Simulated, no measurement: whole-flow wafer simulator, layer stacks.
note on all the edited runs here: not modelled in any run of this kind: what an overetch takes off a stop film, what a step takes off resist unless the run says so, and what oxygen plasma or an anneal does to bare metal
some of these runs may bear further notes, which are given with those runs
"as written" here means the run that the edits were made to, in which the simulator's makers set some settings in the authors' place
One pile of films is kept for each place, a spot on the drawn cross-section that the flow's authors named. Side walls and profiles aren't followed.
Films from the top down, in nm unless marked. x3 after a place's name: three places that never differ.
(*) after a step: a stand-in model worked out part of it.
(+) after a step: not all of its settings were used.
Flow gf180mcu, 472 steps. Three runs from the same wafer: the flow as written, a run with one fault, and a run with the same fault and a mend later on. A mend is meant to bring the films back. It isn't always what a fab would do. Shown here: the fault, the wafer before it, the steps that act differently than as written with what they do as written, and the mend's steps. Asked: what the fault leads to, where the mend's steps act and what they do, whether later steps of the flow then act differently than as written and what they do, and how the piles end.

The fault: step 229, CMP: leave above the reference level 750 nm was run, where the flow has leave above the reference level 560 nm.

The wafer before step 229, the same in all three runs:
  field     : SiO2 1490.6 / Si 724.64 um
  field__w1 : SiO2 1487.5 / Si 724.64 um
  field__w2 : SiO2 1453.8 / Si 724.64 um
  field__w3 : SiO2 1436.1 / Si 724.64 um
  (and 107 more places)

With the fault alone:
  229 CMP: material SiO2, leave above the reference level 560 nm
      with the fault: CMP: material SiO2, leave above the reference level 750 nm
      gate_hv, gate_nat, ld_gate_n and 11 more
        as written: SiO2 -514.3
        with the fault: SiO2 -324.3
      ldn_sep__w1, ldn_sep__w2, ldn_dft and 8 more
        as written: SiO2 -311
        with the fault: SiO2 -121
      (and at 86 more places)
  Later steps of the flow that act differently than as written:
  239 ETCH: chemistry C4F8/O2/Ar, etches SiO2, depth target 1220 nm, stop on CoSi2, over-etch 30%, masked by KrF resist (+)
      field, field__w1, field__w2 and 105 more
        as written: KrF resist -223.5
        with the fault: KrF resist -244
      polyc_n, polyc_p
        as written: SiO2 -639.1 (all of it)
        with the fault: SiO2 -829.1 (all of it)
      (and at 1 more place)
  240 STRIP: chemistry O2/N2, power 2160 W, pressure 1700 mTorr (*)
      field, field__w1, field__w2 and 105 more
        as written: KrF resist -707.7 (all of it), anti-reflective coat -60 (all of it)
        with the fault: KrF resist -687.2 (all of it), anti-reflective coat -60 (all of it)
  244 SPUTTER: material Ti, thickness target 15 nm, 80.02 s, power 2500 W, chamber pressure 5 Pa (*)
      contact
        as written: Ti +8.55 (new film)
        with the fault: Ti +7.65 (new film)
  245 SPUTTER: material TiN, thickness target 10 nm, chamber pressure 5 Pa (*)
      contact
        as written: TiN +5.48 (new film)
        with the fault: TiN +4.92 (new film)
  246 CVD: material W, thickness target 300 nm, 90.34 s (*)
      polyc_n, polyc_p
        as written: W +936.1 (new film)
        with the fault: W +1126.1 (new film)
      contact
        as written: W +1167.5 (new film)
        with the fault: W +1359 (new film)
  At the end the piles differ from the flow's by more than 2% or 0.5 nm, whichever is larger, at field, field__w1, field__w2 and 109 more.
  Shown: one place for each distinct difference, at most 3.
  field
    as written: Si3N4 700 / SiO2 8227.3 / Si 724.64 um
    with the fault: Si3N4 700 / SiO2 8417.3 / Si 724.64 um
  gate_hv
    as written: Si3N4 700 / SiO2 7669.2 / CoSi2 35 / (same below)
    with the fault: Si3N4 700 / SiO2 7859.2 / CoSi2 35 / (same below)
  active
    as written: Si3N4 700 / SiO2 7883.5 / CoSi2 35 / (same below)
    with the fault: Si3N4 700 / SiO2 8073.5 / CoSi2 35 / (same below)

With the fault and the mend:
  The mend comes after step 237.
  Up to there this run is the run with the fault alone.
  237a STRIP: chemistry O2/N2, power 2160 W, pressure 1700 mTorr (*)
      field, field__w1, field__w2 and 105 more
        KrF resist -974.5 (all of it), anti-reflective coat -60 (all of it)
      contact, polyc_n, polyc_p
        anti-reflective coat -60 (all of it)
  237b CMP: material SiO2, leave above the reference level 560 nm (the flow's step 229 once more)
      field, field__w1, field__w2 and 108 more
        SiO2 -190
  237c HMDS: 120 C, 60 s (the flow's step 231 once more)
      changes no film at any place that is followed
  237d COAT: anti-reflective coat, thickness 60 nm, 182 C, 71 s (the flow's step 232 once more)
      field, field__w1, field__w2 and 108 more
        anti-reflective coat +60 (new film)
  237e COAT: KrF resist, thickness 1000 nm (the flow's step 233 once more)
      field, field__w1, field__w2 and 108 more
        KrF resist +1000 (new film)
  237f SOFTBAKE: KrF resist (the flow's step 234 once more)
      changes no film at any place that is followed
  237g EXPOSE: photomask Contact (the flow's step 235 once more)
      changes no film at any place that is followed
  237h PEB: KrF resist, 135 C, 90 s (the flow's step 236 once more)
      field, field__w1, field__w2 and 108 more
        KrF resist -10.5
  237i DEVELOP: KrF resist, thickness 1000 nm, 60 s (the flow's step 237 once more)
      field, field__w1, field__w2 and 105 more
        KrF resist -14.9
      contact, polyc_n, polyc_p
        KrF resist -989.5 (all of it)
  No later step of the flow acts differently than as written at any place that is followed.
  At the end the piles are the same as the flow's at every place that both follow.
